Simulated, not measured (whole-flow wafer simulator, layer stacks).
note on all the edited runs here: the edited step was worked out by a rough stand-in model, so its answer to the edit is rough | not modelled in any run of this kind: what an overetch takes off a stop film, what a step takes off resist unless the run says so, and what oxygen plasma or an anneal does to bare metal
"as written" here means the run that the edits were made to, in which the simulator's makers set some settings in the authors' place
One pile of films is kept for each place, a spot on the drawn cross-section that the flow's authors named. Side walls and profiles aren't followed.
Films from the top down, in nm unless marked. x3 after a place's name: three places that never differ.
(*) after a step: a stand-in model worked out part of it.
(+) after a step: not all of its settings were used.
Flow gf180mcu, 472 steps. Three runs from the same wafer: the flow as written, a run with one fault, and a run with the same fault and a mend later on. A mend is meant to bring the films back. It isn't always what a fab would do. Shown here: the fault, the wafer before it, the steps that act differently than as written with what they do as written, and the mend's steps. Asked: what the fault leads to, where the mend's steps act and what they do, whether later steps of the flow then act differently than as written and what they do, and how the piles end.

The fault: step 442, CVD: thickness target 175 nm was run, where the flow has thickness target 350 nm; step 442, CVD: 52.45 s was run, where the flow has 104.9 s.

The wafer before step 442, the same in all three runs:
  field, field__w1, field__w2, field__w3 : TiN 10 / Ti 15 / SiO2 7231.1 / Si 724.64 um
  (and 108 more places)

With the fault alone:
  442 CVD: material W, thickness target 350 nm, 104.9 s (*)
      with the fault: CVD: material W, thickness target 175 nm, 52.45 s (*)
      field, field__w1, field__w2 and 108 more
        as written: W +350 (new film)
        with the fault: W +176.5 (new film)
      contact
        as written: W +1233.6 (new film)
        with the fault: W +1060.1 (new film)
  Later steps of the flow that act differently than as written:
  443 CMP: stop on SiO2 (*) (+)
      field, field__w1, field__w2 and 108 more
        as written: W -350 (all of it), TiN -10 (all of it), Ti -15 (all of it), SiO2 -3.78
        with the fault: W -176.5 (all of it), TiN -10 (all of it), Ti -15 (all of it), SiO2 -2.03
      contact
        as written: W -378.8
        with the fault: W -203.5
  At the end the piles differ from the flow's only slightly at the places that both follow, by at most 2% or 0.5 nm, whichever is larger.

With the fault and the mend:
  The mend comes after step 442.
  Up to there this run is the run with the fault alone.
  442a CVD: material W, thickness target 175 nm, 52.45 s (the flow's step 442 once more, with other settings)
      field, field__w1, field__w2 and 109 more
        W +176.5
  No later step of the flow acts differently than as written, at any place that is followed, by more than 2% or 0.5 nm, whichever is larger.
  At the end the piles differ from the flow's only slightly at the places that both follow, by at most 2% or 0.5 nm, whichever is larger.
